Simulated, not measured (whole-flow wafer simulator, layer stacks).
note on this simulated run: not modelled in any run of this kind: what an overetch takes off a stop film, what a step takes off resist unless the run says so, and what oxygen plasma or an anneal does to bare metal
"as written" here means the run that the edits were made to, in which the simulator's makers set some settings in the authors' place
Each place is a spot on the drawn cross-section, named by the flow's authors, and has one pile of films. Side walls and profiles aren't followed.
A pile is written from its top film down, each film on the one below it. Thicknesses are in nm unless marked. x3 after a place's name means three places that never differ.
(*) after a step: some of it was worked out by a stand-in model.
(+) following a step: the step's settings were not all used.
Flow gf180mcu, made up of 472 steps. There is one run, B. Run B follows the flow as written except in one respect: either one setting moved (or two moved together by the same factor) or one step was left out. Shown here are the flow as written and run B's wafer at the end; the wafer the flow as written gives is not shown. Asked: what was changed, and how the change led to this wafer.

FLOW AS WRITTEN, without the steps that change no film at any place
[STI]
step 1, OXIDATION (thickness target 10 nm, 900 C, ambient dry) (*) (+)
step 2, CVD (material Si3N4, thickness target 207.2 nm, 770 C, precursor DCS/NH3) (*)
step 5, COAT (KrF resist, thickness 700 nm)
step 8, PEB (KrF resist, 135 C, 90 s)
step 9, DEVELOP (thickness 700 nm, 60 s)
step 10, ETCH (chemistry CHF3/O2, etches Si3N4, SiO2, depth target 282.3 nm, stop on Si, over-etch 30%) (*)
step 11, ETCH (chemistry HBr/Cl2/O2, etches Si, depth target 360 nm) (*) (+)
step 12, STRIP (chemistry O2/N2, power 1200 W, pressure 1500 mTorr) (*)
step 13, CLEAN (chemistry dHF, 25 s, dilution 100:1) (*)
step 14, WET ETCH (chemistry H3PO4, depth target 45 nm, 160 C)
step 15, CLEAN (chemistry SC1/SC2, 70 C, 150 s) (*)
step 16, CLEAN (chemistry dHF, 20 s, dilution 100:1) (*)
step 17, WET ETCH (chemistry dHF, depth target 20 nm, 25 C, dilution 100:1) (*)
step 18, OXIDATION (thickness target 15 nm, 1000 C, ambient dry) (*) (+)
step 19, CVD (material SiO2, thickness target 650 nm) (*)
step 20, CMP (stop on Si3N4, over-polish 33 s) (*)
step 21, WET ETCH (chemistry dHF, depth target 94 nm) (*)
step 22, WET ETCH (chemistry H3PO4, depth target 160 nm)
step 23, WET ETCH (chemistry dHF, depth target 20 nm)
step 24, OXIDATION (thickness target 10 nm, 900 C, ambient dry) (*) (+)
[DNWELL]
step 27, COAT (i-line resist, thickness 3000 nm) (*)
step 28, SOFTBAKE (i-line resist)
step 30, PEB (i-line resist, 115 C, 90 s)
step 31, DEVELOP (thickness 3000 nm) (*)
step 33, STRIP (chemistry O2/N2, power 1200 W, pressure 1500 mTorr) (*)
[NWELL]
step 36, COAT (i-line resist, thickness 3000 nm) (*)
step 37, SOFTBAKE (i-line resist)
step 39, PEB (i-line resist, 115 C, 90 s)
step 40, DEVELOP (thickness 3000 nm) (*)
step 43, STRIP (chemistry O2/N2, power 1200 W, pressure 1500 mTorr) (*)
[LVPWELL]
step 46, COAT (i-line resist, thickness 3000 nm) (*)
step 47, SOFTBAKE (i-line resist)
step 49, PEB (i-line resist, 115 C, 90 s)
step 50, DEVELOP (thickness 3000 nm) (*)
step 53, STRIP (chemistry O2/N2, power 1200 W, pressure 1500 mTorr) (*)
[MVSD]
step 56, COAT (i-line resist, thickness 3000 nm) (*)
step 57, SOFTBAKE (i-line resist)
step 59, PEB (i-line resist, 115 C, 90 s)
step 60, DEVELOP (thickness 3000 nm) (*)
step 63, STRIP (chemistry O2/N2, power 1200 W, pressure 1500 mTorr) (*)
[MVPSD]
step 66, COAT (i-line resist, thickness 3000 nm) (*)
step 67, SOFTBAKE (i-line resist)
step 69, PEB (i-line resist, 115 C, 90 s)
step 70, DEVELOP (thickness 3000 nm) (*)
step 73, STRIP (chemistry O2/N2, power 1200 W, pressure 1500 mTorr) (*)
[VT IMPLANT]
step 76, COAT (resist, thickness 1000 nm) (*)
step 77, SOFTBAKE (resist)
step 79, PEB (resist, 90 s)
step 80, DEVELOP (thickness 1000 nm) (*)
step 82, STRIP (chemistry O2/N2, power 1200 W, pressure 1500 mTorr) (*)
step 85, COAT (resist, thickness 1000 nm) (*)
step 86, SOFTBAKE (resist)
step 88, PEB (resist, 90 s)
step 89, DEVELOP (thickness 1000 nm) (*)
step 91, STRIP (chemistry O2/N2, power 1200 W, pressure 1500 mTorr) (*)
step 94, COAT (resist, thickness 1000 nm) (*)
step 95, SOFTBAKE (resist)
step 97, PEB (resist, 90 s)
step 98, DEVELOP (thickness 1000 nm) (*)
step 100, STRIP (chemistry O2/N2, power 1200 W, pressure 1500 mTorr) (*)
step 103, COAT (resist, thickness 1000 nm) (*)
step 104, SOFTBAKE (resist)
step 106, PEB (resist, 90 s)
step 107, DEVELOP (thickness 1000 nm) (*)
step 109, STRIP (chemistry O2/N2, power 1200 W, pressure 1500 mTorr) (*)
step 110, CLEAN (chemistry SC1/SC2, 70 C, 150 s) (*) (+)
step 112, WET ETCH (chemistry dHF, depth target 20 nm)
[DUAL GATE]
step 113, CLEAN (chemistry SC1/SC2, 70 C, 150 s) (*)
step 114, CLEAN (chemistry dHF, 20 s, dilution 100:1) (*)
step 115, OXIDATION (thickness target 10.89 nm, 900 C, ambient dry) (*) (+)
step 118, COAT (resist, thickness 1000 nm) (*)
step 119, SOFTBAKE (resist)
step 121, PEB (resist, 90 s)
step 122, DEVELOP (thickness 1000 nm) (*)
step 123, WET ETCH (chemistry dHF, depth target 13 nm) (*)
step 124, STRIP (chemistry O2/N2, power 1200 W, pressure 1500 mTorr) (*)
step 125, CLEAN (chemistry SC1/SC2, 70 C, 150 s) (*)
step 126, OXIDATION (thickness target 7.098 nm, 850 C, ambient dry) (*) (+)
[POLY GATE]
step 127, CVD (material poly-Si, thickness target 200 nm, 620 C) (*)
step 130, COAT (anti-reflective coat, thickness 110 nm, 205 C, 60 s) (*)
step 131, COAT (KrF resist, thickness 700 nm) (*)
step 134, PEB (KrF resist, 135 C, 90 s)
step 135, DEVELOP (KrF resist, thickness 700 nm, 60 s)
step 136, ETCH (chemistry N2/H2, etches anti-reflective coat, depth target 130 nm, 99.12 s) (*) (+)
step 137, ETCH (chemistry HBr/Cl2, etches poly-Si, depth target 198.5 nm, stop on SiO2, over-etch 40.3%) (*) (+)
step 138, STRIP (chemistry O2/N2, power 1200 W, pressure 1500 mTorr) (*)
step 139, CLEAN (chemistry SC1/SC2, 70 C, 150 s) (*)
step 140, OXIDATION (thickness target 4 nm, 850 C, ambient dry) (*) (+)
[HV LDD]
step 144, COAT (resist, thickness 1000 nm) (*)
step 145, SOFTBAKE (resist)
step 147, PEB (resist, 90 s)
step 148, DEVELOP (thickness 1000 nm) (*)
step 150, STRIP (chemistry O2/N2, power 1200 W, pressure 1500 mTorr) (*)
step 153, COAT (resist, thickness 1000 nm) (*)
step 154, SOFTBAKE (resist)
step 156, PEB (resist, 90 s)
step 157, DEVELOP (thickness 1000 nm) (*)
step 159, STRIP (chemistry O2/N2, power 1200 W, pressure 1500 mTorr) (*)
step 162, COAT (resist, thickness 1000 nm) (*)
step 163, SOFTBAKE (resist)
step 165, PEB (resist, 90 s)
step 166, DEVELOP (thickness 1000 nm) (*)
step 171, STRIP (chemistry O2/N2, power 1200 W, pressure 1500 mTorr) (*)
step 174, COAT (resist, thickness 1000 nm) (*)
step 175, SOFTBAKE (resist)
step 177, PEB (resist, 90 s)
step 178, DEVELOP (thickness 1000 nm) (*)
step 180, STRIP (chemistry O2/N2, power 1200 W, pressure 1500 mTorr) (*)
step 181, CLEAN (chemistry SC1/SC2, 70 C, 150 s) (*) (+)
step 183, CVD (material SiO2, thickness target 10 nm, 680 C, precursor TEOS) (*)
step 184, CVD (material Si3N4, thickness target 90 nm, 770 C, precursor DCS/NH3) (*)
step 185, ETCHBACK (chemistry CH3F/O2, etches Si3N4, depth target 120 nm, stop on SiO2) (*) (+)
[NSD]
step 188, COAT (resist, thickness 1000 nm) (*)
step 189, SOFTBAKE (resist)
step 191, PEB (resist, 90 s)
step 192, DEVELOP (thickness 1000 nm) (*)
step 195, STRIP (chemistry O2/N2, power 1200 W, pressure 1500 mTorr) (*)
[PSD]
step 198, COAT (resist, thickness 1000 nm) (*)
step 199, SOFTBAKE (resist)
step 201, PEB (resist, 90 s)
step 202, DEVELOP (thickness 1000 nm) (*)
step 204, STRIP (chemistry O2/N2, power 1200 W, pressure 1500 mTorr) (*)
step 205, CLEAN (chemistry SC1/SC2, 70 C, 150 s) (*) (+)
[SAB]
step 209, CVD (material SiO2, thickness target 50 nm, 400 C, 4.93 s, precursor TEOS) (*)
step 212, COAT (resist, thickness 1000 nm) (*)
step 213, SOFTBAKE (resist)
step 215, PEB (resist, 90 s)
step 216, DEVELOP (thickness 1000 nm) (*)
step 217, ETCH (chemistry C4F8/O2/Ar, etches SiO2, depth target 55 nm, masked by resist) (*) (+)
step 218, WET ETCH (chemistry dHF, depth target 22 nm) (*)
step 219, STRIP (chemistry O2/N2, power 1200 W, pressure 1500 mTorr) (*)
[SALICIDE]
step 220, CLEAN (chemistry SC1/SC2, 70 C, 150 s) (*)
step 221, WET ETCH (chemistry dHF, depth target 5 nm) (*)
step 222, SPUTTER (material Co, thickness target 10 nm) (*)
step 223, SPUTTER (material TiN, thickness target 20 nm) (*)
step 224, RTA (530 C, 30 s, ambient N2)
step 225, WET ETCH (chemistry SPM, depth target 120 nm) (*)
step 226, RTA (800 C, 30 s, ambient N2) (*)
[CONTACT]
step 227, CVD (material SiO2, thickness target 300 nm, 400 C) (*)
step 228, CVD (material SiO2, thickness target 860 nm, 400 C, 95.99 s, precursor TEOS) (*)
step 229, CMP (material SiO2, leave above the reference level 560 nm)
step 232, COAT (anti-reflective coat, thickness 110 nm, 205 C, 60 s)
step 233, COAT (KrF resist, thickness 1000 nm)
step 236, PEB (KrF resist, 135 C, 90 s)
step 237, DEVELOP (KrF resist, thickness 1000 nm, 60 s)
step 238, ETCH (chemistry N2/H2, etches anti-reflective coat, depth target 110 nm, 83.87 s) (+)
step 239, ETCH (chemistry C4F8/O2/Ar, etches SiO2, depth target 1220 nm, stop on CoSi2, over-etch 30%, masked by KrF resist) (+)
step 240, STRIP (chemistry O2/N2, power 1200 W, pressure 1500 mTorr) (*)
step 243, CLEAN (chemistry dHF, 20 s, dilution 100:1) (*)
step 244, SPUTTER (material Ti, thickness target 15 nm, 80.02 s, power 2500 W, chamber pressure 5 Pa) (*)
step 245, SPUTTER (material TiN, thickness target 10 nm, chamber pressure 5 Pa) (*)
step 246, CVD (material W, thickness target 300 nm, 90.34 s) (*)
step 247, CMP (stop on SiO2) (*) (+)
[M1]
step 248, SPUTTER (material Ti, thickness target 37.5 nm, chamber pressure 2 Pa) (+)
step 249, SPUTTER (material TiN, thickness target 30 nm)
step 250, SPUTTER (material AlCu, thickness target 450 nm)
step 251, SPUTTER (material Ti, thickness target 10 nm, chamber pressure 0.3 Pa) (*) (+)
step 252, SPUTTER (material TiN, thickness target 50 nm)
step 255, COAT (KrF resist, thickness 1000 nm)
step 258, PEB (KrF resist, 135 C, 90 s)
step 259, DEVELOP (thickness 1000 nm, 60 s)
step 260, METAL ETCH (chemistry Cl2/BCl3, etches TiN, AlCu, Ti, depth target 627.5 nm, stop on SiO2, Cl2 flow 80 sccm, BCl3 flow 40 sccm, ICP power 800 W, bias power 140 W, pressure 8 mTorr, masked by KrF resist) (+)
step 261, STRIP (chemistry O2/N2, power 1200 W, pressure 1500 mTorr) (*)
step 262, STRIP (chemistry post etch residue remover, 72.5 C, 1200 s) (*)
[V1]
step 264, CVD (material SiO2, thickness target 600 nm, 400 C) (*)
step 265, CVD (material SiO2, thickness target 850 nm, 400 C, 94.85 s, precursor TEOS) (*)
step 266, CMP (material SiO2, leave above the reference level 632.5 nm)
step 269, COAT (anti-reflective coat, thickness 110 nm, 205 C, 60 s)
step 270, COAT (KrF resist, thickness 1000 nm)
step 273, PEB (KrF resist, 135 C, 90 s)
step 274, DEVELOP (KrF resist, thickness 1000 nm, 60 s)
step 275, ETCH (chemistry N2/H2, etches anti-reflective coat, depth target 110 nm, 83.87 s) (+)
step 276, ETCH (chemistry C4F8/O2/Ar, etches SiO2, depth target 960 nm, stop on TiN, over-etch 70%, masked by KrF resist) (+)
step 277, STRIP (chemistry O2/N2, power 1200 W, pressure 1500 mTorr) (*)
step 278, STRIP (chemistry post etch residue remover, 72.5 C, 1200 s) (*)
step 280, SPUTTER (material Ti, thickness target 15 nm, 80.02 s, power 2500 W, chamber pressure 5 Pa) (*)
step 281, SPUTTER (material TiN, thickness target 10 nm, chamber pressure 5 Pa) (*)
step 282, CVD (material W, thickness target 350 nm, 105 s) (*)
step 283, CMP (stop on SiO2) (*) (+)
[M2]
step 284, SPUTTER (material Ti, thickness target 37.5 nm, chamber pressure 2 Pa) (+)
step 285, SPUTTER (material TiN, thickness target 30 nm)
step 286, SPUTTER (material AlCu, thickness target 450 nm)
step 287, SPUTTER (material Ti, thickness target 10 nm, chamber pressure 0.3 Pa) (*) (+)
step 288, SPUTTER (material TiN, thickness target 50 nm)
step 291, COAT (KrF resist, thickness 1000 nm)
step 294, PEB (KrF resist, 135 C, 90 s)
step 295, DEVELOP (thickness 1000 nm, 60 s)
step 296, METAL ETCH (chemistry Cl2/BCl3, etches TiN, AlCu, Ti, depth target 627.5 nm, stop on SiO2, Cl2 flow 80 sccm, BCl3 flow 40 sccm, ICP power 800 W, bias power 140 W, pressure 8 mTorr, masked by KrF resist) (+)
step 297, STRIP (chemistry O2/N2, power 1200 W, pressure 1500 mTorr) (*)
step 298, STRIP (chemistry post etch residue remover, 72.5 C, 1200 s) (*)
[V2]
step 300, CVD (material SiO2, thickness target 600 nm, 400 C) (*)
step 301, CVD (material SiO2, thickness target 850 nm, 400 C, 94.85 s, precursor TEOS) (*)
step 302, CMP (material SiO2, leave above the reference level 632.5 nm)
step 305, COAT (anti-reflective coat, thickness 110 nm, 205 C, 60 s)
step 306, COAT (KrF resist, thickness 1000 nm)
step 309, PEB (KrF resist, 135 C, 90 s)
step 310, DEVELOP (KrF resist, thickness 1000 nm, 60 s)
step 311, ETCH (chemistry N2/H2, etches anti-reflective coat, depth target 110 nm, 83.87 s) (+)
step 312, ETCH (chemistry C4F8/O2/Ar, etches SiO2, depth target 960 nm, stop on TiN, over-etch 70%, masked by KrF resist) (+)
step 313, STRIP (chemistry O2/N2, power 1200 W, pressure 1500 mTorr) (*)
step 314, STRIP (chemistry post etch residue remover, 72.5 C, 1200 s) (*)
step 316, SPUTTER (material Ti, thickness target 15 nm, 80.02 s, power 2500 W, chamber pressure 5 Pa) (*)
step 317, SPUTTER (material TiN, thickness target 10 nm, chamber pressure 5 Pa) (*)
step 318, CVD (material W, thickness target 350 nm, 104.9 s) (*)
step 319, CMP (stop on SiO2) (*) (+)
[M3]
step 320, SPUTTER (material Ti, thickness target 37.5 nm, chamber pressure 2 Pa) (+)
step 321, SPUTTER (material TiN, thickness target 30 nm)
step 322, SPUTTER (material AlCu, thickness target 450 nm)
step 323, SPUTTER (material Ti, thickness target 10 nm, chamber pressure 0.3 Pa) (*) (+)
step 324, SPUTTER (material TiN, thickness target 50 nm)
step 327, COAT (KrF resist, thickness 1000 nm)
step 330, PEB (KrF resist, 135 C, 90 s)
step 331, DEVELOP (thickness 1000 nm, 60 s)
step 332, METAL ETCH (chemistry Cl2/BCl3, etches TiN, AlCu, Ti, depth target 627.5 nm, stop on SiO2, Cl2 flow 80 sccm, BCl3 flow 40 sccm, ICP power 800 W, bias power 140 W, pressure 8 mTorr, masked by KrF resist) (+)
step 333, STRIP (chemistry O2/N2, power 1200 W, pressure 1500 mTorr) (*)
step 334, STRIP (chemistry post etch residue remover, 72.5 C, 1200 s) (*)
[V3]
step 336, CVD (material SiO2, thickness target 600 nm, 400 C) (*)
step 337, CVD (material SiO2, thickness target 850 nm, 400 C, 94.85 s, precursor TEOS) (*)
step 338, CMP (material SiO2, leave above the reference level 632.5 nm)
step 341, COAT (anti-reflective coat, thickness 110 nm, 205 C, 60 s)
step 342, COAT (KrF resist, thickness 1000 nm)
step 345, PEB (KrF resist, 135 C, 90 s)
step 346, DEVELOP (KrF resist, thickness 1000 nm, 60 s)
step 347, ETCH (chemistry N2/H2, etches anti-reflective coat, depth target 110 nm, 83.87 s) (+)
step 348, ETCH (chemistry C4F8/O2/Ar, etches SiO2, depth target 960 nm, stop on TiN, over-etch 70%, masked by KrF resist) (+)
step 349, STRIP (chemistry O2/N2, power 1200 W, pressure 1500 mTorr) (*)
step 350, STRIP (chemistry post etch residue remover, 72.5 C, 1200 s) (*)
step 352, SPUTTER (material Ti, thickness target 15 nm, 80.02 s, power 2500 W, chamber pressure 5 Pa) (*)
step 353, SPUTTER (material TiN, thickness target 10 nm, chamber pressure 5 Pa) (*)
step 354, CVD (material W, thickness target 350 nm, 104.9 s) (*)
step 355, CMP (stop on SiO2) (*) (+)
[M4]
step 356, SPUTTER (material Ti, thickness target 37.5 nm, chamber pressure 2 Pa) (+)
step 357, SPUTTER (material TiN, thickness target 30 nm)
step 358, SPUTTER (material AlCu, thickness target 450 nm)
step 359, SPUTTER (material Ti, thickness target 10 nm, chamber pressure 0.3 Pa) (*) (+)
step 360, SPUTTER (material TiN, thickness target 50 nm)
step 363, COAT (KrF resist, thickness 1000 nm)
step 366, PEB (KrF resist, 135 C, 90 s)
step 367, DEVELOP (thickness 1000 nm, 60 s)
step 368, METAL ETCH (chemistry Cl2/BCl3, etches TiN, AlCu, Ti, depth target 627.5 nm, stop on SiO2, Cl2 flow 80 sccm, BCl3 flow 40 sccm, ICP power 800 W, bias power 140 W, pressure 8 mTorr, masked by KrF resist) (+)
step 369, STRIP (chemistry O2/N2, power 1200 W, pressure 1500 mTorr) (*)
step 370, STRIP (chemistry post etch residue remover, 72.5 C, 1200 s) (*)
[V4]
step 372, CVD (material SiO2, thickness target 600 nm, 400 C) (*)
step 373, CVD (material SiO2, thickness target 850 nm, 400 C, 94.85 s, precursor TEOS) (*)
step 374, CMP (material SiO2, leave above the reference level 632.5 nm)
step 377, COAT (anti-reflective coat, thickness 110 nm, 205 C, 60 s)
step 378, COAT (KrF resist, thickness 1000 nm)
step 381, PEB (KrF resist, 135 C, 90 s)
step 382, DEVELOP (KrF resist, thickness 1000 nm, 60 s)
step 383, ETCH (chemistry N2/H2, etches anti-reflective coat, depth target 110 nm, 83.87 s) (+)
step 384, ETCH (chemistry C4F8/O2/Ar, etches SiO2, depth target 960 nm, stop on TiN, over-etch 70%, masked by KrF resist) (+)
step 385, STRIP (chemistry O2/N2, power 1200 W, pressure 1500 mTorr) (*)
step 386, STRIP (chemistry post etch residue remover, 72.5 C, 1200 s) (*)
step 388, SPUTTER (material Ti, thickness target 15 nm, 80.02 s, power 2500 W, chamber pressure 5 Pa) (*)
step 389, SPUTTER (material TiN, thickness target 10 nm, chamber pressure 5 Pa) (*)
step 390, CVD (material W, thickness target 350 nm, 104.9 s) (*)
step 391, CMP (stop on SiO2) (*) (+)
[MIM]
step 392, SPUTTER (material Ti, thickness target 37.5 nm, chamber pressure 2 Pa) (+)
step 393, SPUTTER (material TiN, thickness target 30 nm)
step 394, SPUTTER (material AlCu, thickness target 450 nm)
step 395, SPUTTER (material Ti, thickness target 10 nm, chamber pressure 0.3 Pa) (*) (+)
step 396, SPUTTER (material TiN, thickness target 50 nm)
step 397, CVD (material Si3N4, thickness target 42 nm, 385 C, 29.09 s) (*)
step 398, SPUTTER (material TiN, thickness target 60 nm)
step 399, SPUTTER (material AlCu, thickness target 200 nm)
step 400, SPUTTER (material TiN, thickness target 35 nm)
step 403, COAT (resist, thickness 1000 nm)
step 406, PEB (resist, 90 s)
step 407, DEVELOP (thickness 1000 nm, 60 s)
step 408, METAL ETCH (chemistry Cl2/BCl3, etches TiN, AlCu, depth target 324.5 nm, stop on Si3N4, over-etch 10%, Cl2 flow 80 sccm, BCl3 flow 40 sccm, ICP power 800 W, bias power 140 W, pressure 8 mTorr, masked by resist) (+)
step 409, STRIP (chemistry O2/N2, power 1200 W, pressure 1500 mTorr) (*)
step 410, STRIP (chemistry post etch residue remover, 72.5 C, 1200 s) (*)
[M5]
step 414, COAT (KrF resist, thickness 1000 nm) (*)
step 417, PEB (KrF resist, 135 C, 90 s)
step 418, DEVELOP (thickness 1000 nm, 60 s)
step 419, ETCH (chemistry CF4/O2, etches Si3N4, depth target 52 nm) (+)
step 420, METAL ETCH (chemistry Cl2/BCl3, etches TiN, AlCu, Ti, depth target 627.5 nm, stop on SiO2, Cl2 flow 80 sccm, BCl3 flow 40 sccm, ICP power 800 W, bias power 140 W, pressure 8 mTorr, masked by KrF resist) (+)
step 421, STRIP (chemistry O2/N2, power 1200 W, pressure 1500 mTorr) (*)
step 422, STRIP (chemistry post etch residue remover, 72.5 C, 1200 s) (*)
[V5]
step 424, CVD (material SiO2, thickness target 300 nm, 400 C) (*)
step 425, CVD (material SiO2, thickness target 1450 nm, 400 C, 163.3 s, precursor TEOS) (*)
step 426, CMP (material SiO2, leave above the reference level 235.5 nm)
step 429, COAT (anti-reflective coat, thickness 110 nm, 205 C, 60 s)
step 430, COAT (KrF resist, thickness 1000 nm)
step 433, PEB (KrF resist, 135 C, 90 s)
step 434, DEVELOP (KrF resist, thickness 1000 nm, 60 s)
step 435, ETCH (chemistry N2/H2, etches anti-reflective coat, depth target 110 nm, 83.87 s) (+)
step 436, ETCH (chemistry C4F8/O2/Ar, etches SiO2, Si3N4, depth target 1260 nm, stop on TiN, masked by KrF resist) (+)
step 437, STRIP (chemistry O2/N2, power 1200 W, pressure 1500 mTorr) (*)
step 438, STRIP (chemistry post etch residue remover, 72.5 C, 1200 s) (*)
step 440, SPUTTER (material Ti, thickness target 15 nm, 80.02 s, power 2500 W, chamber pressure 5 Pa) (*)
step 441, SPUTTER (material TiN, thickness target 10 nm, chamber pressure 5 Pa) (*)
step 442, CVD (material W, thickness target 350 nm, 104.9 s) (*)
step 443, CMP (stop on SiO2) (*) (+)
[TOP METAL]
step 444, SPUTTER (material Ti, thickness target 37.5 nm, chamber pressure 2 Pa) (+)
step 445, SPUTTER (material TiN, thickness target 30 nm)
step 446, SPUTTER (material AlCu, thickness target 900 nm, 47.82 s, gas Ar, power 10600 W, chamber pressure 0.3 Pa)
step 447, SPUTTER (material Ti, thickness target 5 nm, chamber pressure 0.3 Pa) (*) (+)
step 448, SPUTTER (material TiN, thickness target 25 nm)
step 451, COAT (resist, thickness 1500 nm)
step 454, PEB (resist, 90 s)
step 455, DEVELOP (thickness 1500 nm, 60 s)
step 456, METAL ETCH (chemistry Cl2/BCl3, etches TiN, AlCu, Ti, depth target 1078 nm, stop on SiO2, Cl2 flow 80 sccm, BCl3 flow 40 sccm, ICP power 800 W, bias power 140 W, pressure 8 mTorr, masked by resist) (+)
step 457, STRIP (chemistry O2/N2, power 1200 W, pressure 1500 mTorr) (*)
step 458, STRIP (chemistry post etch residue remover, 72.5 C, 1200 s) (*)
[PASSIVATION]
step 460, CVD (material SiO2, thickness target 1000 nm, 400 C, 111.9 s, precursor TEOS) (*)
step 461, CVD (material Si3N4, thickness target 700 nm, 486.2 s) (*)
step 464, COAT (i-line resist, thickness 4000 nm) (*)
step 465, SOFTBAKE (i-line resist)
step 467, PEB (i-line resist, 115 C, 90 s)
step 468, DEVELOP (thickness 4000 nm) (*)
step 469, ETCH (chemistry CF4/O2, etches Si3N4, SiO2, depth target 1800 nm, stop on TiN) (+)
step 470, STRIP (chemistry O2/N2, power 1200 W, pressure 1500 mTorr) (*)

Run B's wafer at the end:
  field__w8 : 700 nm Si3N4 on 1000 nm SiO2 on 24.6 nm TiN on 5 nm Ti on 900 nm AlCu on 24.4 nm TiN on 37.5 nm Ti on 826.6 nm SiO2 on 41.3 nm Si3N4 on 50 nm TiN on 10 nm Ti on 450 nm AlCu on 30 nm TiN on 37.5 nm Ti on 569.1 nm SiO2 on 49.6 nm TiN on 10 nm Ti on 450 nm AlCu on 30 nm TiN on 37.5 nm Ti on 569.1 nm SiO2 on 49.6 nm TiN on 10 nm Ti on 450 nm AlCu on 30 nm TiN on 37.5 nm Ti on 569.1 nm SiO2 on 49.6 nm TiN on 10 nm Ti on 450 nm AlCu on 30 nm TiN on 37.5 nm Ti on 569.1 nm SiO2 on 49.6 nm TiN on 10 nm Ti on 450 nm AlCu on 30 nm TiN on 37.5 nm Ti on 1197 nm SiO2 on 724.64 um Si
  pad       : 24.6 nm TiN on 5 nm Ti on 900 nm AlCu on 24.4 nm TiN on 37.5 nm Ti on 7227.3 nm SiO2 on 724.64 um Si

What caused this: step 445, SPUTTER: thickness target 24.38 nm was run, though the flow has thickness target 30 nm.
One can read it off the wafer: field__w8 has TiN 24.4, and step 445 as written asks for 30 nm.

How this came from the change, step by step:
  step 445, SPUTTER (material TiN, thickness target 30 nm)
      field, field__w1, field__w2 and 109 more: TiN gains 24.4 (new film) (in the flow as written it would be: TiN gains 30 (new film))
  step 456, METAL ETCH (chemistry Cl2/BCl3, etches TiN, AlCu, Ti, depth target 1078 nm, stop on SiO2, Cl2 flow 80 sccm, BCl3 flow 40 sccm, ICP power 800 W, bias power 140 W, pressure 8 mTorr, masked by resist) (+)
      field, field__w1, field__w2 and 103 more: TiN loses 25 (all of it), Ti loses 5 (all of it), AlCu loses 900 (all of it), TiN loses 24.4 (all of it), Ti loses 37.5 (all of it) (in the flow as written it would be: TiN loses 25 (all of it), Ti loses 5 (all of it), AlCu loses 900 (all of it), TiN loses 30 (all of it), Ti loses 37.5 (all of it))
